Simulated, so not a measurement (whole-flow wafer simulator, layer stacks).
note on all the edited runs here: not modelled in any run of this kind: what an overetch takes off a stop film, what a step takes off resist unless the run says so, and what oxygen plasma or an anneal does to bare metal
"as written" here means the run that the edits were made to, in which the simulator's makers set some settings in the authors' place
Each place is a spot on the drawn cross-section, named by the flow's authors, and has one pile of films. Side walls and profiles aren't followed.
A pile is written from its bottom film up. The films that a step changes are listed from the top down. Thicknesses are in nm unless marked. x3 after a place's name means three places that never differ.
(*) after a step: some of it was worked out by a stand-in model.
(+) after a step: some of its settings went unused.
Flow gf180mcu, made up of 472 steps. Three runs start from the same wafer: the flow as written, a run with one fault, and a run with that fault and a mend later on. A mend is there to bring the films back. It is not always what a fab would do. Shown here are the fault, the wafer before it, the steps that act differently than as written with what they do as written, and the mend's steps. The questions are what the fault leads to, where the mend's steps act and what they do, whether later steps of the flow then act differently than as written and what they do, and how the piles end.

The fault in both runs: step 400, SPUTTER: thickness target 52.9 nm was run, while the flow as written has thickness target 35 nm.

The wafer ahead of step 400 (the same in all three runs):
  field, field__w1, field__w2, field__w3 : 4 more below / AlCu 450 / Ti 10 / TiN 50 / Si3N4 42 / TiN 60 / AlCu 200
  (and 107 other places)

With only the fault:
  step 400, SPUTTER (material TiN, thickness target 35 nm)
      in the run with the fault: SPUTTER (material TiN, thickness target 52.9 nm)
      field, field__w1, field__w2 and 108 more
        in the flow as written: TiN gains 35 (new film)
        in the run with the fault: TiN gains 52.9 (new film)
  Steps later in the flow that act otherwise than as written (6 other steps are not shown; they differ only slightly, by no more than 2% or 0.5 nm, whichever is larger):
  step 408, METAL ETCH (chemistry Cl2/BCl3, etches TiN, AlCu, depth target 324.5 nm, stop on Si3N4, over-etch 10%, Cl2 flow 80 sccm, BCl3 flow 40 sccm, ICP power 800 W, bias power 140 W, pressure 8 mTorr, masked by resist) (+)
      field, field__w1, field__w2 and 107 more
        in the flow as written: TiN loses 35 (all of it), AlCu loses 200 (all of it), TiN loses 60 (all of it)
        in the run with the fault: TiN loses 52.9 (all of it), AlCu loses 200 (all of it), TiN loses 60 (all of it)
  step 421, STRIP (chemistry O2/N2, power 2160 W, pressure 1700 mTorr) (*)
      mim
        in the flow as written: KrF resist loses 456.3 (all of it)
        in the run with the fault: KrF resist loses 442.9 (all of it)
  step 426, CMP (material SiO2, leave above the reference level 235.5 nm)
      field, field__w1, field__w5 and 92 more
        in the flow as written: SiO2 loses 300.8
        in the run with the fault: SiO2 loses 282.9
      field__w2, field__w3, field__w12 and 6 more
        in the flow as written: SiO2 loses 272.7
        in the run with the fault: SiO2 loses 254.8
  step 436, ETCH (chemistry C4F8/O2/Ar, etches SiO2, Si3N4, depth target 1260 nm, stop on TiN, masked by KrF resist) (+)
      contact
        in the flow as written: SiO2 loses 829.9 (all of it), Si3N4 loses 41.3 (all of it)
        in the run with the fault: SiO2 loses 847.8 (all of it), Si3N4 loses 41.3 (all of it)
  At field__w8, contact, m1, m1__w1, mim, m1_nw, the piles at the end differ from the flow's by more than 2% or 0.5 nm, whichever is larger.
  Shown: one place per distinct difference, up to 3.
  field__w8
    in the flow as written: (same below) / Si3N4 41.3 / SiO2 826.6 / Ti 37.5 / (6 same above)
    in the run with the fault: (same below) / Si3N4 41.3 / SiO2 844.5 / Ti 37.5 / (6 same above)
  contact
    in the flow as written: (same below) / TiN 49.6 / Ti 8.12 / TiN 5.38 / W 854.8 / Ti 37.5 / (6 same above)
    in the run with the fault: (same below) / TiN 49.6 / Ti 8.04 / TiN 5.33 / W 872.8 / Ti 37.5 / (6 same above)
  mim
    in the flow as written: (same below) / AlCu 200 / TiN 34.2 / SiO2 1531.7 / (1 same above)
    in the run with the fault: (same below) / AlCu 200 / TiN 52.1 / SiO2 1531.7 / (1 same above)

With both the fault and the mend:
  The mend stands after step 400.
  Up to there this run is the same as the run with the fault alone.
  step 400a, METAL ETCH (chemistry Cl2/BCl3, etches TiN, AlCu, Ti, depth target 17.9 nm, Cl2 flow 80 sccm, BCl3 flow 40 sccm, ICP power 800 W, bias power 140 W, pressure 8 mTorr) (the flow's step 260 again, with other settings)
      field, field__w1, field__w2 and 108 more
        TiN loses 17.9
  None of the later steps of the flow acts differently than as written at any place that is followed.
  By the end, the piles equal the flow's at every place that both follow.
